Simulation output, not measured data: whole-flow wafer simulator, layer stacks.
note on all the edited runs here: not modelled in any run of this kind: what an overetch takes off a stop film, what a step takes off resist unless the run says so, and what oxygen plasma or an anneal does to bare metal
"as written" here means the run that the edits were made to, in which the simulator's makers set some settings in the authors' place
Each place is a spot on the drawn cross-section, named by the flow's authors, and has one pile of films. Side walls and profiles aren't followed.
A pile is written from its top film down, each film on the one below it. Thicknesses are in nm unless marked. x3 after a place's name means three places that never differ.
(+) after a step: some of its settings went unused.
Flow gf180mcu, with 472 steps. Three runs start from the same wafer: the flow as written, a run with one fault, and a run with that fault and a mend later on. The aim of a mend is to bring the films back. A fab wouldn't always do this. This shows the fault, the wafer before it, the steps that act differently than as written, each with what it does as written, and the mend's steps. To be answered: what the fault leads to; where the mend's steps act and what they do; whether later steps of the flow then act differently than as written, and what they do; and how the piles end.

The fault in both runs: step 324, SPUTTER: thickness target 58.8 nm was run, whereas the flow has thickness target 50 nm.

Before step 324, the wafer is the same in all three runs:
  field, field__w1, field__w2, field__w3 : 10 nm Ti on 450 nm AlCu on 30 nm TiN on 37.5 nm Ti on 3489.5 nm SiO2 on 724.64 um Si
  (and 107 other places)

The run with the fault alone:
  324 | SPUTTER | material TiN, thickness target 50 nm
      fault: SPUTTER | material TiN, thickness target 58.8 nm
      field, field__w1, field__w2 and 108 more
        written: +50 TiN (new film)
        fault: +58.8 TiN (new film)
  Steps later in the flow that act otherwise than as written (6 more steps, not shown, differ only slightly: by at most 2% or 0.5 nm, whichever is larger):
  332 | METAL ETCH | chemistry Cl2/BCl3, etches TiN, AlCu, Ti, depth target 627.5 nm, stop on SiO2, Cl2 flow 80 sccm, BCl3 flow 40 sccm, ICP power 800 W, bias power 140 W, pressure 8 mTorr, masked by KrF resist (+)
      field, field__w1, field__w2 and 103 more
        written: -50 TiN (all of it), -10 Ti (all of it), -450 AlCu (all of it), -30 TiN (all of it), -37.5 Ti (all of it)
        fault: -58.8 TiN (all of it), -10 Ti (all of it), -450 AlCu (all of it), -30 TiN (all of it), -37.5 Ti (all of it)
  At field__w8, contact, m1, m1__w1, m1_nw, the piles at the end differ from the flow's by more than 2% or 0.5 nm, whichever is larger.
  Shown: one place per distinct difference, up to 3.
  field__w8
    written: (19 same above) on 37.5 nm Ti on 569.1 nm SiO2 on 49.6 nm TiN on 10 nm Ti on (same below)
    fault: (19 same above) on 37.5 nm Ti on 560.3 nm SiO2 on 58.4 nm TiN on 10 nm Ti on (same below)
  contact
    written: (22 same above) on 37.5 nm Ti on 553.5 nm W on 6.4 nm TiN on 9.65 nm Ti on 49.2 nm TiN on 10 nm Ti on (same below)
    fault: (22 same above) on 37.5 nm Ti on 544.6 nm W on 6.44 nm TiN on 9.7 nm Ti on 58 nm TiN on 10 nm Ti on (same below)

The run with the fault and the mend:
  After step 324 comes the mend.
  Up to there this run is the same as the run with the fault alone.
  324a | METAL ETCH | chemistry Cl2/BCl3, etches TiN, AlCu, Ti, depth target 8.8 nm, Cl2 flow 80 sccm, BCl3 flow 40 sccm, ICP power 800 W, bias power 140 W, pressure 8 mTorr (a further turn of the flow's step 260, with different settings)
      field, field__w1, field__w2 and 108 more
        -8.8 TiN
  None of the later steps of the flow acts differently than as written at any place that is followed.
  By the end, the piles equal the flow's at every place that both follow.
